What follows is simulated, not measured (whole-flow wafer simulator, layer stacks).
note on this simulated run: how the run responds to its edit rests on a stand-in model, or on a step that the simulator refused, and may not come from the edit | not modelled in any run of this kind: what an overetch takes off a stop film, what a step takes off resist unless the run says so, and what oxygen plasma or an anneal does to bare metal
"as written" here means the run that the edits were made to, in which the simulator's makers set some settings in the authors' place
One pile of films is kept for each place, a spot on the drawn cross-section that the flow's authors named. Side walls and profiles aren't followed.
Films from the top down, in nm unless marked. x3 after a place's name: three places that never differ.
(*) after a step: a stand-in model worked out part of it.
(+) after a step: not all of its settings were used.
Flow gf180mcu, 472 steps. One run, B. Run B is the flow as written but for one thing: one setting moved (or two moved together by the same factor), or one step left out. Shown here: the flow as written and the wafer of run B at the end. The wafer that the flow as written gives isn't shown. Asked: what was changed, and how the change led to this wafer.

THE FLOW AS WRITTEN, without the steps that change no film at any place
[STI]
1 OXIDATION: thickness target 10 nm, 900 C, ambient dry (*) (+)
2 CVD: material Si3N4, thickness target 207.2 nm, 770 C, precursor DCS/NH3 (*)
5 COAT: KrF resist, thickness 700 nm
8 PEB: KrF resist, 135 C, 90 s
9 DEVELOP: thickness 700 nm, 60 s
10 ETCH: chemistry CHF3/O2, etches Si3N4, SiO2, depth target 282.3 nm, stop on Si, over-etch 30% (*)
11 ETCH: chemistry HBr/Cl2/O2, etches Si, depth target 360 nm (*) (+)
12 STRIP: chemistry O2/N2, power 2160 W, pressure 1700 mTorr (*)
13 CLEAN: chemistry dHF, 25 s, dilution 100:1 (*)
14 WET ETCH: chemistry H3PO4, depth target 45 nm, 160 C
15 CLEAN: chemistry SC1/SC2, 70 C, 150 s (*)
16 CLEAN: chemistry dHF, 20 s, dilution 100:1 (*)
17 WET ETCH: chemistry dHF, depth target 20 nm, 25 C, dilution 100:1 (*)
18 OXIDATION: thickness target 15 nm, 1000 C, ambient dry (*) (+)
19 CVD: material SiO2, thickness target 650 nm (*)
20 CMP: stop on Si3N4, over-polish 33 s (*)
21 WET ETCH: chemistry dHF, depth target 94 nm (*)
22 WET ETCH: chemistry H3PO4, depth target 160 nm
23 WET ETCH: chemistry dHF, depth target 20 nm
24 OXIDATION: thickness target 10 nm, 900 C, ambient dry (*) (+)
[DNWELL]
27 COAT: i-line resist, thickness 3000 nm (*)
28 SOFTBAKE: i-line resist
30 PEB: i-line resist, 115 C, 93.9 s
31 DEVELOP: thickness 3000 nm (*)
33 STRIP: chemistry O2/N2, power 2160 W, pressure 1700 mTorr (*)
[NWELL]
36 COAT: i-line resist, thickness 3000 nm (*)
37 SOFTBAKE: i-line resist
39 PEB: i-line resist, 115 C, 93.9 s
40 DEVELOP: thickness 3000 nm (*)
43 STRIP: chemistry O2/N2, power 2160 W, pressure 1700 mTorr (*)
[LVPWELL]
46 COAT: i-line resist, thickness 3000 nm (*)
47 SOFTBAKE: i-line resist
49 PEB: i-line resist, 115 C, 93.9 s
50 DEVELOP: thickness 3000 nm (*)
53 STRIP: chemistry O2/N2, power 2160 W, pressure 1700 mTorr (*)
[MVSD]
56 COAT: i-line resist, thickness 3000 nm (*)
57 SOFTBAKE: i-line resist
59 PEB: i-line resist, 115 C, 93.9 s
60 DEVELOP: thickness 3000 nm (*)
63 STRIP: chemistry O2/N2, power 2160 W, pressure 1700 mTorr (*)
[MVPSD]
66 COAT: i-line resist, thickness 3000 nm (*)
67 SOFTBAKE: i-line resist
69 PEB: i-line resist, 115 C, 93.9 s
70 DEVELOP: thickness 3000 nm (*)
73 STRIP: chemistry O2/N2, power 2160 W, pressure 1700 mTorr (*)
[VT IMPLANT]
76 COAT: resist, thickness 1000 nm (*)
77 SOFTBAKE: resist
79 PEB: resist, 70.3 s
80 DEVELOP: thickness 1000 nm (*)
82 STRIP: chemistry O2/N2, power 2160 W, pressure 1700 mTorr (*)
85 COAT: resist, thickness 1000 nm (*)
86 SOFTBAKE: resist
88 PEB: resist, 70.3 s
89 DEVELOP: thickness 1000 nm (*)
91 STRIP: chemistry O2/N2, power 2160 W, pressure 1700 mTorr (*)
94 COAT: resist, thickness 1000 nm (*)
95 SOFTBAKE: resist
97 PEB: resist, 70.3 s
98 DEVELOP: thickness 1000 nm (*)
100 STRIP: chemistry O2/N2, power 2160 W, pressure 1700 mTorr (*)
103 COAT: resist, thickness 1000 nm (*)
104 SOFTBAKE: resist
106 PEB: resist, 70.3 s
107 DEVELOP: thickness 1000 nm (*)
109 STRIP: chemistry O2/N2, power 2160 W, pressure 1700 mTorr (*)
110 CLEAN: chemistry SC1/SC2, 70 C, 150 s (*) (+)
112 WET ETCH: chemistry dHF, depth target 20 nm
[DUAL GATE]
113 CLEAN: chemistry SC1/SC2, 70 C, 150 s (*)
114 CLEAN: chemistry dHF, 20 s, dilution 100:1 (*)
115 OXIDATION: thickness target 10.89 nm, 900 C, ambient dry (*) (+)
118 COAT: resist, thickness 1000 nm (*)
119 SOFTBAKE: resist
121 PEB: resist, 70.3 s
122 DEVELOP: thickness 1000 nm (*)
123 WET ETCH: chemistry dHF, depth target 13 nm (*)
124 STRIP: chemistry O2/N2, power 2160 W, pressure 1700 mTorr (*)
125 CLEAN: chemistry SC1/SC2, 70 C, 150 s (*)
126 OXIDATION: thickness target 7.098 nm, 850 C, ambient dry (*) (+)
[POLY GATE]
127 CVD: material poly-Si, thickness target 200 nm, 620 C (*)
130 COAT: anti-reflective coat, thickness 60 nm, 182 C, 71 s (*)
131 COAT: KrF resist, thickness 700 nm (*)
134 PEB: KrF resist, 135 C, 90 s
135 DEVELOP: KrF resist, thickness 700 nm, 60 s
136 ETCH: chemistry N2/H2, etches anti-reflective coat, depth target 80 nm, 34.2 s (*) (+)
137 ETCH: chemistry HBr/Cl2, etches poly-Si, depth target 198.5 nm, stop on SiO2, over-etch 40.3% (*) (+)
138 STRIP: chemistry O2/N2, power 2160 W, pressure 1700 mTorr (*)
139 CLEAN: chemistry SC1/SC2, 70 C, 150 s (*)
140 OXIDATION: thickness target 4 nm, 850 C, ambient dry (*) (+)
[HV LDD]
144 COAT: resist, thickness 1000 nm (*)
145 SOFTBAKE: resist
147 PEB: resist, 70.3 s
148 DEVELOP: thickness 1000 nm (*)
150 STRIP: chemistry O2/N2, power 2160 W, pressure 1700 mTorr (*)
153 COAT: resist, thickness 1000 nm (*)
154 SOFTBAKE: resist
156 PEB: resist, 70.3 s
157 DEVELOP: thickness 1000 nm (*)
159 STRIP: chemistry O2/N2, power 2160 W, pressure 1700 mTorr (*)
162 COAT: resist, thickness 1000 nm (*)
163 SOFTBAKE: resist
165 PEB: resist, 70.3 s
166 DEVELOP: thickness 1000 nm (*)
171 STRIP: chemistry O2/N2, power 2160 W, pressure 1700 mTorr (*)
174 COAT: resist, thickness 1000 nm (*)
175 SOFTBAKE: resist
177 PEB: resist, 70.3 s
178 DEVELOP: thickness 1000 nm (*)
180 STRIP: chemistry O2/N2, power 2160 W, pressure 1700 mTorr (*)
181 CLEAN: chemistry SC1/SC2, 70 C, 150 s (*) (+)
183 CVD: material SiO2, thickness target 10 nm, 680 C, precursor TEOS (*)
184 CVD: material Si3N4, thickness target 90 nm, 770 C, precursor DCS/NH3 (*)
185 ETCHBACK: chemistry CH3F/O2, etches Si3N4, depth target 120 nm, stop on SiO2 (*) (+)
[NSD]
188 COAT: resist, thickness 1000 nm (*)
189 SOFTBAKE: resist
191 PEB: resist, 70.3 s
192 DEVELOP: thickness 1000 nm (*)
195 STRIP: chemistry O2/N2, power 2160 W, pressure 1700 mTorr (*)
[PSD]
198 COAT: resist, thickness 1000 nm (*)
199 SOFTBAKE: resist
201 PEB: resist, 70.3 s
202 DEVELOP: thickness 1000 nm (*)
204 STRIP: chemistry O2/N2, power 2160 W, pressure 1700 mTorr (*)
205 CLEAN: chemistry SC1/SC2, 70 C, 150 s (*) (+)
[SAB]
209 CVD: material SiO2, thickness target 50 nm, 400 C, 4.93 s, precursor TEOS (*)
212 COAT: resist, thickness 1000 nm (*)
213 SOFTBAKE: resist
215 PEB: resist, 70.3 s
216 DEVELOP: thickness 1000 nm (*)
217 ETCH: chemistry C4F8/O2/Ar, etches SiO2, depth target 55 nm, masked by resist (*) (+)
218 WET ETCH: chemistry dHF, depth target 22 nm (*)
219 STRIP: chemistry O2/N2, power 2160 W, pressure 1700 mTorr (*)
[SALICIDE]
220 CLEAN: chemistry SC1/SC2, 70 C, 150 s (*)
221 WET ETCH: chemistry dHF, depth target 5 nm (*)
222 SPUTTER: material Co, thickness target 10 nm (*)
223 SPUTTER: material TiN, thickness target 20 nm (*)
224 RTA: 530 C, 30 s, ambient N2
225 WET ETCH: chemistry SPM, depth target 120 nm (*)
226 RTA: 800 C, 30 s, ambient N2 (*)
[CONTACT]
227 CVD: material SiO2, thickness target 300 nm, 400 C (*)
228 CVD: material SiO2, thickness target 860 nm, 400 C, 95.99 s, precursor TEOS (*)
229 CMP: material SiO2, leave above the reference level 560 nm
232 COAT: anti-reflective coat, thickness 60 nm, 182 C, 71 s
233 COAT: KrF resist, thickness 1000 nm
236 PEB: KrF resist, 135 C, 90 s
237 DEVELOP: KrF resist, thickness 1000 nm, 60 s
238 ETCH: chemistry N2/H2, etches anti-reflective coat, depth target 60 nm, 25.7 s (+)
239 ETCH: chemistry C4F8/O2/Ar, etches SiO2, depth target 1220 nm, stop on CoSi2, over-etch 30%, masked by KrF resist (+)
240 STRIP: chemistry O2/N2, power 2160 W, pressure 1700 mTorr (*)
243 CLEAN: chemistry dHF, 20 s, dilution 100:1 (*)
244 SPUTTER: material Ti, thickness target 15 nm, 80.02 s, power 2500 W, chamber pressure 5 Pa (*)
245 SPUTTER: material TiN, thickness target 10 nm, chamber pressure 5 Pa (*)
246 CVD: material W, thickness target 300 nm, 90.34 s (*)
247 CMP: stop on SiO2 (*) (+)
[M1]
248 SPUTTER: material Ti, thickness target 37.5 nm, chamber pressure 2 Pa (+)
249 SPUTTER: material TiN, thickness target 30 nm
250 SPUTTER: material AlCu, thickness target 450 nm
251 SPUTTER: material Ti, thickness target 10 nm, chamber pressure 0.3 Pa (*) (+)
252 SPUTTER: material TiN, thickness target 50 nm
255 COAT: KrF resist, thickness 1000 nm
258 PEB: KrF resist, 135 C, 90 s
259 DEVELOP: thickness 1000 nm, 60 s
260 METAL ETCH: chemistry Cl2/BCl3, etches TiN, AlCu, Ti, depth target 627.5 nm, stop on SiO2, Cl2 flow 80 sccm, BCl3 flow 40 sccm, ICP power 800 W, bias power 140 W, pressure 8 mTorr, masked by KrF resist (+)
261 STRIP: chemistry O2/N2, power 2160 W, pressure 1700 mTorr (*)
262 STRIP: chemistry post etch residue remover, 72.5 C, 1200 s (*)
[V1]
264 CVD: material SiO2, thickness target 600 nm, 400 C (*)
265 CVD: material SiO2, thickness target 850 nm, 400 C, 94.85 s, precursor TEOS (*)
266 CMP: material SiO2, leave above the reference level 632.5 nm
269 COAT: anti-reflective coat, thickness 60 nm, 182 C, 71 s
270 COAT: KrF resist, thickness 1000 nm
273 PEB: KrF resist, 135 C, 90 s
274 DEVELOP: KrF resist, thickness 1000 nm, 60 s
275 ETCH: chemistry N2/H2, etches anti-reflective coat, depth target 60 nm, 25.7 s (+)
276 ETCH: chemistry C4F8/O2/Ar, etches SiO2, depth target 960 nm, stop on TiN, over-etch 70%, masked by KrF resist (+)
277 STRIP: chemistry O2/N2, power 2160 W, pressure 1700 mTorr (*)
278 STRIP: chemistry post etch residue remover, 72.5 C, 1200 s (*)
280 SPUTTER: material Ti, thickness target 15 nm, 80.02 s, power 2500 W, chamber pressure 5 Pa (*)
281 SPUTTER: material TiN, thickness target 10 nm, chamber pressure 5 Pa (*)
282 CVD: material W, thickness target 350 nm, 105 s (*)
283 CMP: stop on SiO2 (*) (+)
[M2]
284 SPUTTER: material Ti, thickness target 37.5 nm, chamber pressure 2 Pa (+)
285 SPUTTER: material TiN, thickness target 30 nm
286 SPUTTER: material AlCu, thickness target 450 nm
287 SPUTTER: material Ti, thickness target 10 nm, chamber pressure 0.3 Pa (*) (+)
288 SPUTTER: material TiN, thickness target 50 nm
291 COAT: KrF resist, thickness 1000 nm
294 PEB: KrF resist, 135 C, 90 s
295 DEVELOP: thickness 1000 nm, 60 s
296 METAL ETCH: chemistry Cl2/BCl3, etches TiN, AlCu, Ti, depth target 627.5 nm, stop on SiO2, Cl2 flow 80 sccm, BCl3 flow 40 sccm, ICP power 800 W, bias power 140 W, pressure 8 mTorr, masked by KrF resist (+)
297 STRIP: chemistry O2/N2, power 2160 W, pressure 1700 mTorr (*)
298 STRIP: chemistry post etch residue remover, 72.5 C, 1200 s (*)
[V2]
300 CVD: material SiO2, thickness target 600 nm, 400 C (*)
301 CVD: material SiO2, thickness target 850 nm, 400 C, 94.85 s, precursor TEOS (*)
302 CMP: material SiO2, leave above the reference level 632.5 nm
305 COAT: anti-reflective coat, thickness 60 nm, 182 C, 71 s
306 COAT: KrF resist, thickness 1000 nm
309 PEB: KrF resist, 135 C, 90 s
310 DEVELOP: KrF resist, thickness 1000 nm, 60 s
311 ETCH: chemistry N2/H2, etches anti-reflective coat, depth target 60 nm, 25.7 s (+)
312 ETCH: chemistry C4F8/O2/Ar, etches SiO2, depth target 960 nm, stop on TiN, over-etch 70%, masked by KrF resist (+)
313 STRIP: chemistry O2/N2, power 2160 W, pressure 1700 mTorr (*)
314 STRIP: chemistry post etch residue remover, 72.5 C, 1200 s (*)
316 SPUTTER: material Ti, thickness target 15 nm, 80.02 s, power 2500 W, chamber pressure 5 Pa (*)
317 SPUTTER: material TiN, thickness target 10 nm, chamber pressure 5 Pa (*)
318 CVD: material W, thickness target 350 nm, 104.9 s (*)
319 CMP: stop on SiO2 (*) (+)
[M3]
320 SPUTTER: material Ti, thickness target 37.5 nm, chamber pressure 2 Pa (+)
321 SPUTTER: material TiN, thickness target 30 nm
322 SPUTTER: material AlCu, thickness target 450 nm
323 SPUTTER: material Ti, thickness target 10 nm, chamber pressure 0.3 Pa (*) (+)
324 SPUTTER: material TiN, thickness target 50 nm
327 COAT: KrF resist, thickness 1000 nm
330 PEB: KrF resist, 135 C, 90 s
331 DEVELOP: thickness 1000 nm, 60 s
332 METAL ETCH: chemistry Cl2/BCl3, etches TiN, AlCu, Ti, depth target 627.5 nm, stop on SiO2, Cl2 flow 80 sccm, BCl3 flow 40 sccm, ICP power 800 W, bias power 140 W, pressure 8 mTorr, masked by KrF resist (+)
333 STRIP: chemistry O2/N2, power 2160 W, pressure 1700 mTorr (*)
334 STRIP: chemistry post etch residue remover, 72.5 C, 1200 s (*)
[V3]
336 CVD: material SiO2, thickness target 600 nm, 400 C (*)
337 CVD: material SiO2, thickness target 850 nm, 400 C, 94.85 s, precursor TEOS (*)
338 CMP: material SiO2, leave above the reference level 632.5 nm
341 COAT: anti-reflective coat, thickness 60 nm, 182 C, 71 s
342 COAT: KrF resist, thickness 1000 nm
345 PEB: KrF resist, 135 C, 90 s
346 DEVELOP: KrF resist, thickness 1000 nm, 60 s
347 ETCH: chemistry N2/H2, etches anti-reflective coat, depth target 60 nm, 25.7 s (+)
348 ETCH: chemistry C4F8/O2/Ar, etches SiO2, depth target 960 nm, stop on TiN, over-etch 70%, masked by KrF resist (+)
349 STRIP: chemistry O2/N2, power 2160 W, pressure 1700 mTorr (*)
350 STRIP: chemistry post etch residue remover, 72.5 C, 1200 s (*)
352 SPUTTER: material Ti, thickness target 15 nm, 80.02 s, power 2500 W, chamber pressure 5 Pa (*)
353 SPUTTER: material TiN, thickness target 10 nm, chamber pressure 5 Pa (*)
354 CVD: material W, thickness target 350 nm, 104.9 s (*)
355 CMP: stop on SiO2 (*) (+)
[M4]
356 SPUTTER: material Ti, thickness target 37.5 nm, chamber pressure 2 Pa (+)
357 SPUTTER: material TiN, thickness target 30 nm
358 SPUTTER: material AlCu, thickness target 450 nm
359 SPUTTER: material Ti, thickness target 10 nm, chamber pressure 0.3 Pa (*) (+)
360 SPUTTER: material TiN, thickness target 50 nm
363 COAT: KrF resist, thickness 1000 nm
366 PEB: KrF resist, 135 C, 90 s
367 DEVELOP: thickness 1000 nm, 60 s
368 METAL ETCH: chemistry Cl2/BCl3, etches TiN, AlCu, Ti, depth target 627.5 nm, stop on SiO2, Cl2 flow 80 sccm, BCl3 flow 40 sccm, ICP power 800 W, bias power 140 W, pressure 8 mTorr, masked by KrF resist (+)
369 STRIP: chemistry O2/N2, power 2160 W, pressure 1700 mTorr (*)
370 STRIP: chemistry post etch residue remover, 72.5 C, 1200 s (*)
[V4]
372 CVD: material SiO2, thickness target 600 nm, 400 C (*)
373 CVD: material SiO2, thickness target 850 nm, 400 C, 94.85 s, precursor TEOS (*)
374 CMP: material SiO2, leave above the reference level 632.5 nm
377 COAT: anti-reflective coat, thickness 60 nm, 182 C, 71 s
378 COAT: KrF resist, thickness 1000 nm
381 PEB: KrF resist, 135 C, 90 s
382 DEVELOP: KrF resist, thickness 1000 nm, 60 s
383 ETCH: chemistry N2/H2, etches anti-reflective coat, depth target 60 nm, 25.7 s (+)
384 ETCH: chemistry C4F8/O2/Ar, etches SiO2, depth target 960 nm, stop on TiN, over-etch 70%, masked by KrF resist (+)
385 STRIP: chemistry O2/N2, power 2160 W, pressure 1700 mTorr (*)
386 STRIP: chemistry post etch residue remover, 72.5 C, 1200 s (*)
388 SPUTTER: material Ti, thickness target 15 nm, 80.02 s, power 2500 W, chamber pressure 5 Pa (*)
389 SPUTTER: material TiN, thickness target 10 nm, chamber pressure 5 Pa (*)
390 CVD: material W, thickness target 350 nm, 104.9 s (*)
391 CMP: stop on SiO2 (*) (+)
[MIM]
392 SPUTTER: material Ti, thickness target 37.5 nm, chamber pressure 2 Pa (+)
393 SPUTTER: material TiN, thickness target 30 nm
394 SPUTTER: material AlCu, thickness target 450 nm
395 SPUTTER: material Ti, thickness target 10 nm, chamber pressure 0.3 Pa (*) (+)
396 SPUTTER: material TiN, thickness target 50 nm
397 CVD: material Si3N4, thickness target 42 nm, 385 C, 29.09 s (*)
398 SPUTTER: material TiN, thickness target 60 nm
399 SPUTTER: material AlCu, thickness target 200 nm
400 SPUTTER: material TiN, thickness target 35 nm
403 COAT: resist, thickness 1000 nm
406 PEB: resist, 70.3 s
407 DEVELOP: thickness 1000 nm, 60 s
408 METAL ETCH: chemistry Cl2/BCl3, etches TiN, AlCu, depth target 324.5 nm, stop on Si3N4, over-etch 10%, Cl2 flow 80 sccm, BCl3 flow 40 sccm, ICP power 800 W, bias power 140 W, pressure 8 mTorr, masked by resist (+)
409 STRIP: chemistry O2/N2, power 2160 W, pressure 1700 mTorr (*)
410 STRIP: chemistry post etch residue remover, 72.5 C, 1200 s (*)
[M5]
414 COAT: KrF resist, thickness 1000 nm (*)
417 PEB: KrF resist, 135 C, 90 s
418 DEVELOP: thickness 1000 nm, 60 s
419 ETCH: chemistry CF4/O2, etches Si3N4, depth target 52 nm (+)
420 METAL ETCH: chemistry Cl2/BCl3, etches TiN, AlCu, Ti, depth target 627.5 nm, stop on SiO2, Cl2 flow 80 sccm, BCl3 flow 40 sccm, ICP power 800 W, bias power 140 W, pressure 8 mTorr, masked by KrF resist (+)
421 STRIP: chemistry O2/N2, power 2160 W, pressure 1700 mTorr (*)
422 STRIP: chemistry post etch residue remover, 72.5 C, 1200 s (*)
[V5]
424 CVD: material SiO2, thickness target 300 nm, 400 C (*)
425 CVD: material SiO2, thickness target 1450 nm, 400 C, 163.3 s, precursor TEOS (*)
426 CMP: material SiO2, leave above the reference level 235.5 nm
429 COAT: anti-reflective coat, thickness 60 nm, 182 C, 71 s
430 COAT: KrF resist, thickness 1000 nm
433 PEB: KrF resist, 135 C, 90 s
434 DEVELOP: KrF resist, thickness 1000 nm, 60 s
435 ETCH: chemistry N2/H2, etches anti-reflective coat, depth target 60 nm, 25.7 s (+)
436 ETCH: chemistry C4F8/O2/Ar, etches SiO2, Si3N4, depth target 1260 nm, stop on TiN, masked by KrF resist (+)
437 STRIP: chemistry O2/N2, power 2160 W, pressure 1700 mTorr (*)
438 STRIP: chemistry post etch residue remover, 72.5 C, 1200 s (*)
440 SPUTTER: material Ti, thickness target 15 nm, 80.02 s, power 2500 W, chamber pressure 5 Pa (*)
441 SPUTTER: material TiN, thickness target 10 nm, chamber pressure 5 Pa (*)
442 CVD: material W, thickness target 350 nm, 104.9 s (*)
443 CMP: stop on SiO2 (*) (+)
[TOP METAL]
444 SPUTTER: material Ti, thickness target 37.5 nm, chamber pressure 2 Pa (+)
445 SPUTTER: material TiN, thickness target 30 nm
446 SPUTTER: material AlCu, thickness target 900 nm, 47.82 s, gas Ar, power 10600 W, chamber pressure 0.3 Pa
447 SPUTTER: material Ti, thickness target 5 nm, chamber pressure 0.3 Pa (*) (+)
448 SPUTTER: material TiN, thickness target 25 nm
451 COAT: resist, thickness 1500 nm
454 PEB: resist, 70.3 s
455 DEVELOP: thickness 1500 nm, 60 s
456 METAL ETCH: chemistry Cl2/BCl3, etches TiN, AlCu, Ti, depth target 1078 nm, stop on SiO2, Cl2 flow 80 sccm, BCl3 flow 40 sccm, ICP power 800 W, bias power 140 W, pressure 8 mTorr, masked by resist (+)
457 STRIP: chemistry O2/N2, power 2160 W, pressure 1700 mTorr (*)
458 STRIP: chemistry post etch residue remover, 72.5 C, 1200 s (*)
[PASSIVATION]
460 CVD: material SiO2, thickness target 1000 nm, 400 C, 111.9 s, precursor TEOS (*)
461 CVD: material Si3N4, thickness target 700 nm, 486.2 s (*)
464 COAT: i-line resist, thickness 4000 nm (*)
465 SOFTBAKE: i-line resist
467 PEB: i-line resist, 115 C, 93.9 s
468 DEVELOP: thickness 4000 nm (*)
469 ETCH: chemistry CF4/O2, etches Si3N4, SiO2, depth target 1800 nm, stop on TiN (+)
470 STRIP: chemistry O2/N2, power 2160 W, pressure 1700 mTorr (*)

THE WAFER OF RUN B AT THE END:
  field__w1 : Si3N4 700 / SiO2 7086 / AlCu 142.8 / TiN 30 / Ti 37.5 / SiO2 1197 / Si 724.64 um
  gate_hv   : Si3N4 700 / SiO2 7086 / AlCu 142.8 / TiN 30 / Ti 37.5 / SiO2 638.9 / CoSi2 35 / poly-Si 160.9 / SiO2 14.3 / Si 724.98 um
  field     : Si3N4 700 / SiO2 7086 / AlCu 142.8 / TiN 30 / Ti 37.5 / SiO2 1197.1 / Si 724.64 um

The cause: step 250, SPUTTER: thickness target 716 nm was run, where the flow has thickness target 450 nm.

How the change led to this, step by step:
  250 SPUTTER: material AlCu, thickness target 450 nm
      field, field__w1, field__w2 and 108 more: AlCu +716 (new film) (as written it would be: AlCu +450 (new film))
  260 METAL ETCH: chemistry Cl2/BCl3, etches TiN, AlCu, Ti, depth target 627.5 nm, stop on SiO2, Cl2 flow 80 sccm, BCl3 flow 40 sccm, ICP power 800 W, bias power 140 W, pressure 8 mTorr, masked by KrF resist (+)
      field, field__w1, field__w2 and 99 more: TiN -50 (all of it), Ti -10 (all of it), AlCu -567.5 (as written it would be: TiN -50 (all of it), Ti -10 (all of it), AlCu -450 (all of it), TiN -30 (all of it), Ti -37.5 (all of it))
  262 STRIP: chemistry post etch residue remover, 72.5 C, 1200 s (*)
      field, field__w1, field__w2 and 99 more: AlCu -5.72 (as written it would be: nothing)
  264 CVD: material SiO2, thickness target 600 nm, 400 C (*)
      field, field__w1, field__w2 and 99 more: SiO2 +600 (new film) (as written it would be: SiO2 +600)
  266 CMP: material SiO2, leave above the reference level 632.5 nm
      field, field__w1, field__w2 and 99 more: SiO2 -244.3 (as written it would be: SiO2 -300)
Counting metal films that touch as one body, field__w1 has 1 body; the flow as written gives 0 bodies.
Counting metal films that touch as one body, gate_hv has 2 bodies (between them, from the top down: SiO2 638.9); the flow as written gives 1 body.
Counting metal films that touch as one body, field has 1 body; the flow as written gives 0 bodies.
